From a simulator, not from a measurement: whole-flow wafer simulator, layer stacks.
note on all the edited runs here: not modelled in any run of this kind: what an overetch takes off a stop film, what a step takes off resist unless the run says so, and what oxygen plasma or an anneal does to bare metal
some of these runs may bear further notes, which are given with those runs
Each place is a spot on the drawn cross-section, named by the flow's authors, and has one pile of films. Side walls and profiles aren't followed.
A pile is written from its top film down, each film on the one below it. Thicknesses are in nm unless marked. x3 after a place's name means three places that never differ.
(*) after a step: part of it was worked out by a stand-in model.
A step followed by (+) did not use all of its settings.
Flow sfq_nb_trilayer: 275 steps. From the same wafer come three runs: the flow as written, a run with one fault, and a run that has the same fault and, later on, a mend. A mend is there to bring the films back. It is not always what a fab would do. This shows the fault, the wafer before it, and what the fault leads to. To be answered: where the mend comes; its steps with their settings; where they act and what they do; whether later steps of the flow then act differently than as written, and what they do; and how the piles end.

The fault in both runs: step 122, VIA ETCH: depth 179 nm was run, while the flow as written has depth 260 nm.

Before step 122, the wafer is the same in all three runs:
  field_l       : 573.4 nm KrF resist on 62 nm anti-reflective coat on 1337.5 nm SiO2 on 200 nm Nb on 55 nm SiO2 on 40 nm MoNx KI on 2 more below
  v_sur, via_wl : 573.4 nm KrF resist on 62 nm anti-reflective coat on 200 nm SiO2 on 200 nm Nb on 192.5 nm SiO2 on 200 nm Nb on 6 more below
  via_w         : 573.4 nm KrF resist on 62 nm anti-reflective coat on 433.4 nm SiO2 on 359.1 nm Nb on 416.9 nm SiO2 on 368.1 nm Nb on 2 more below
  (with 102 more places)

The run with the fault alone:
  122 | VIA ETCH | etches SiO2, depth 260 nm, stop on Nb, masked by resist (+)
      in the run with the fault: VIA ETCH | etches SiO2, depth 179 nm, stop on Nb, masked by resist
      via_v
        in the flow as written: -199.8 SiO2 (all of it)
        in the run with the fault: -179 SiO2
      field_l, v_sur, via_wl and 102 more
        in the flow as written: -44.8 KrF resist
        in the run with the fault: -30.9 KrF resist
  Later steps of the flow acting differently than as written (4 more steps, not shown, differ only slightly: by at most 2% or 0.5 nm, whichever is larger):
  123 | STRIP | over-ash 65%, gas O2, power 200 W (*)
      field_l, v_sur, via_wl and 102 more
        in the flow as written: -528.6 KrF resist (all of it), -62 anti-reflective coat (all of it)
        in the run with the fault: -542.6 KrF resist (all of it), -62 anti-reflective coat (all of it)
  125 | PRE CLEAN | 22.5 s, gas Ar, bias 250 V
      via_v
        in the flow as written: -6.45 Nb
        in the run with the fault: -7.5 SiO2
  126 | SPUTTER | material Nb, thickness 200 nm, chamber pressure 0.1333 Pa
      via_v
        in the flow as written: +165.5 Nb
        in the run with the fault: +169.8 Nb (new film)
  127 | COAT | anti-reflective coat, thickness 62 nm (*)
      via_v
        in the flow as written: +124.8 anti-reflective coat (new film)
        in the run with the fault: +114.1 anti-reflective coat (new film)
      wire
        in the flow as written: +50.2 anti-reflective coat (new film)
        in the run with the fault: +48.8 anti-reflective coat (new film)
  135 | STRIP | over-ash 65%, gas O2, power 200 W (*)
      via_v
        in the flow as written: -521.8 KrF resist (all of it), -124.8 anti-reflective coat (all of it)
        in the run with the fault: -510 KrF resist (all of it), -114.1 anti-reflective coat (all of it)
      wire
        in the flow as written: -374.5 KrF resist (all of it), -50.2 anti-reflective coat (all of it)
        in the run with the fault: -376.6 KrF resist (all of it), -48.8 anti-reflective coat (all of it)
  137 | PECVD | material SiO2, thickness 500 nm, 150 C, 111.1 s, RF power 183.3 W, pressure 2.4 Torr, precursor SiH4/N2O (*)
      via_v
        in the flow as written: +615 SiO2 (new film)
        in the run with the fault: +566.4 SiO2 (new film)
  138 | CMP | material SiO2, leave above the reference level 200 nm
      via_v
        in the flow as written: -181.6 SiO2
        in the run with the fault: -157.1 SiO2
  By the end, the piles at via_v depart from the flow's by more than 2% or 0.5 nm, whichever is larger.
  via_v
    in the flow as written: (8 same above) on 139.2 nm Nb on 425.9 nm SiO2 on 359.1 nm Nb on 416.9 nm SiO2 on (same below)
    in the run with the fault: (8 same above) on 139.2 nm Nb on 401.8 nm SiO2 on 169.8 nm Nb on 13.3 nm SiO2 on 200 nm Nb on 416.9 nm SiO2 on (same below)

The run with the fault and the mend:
  The mend follows step 122.
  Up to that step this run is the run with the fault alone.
  122a | VIA ETCH | etches SiO2, depth 81 nm, stop on Nb, masked by resist (+) (the flow's step 122 again, with other settings)
      field_l, v_sur, via_wl and 102 more
        -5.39 KrF resist
      via_v
        -20.8 SiO2 (all of it)
  Every later step of the flow that is run acts as written, at every place that is followed, to within 2% or 0.5 nm, whichever is larger.
  The piles end the same as the flow's at every place that both follow.
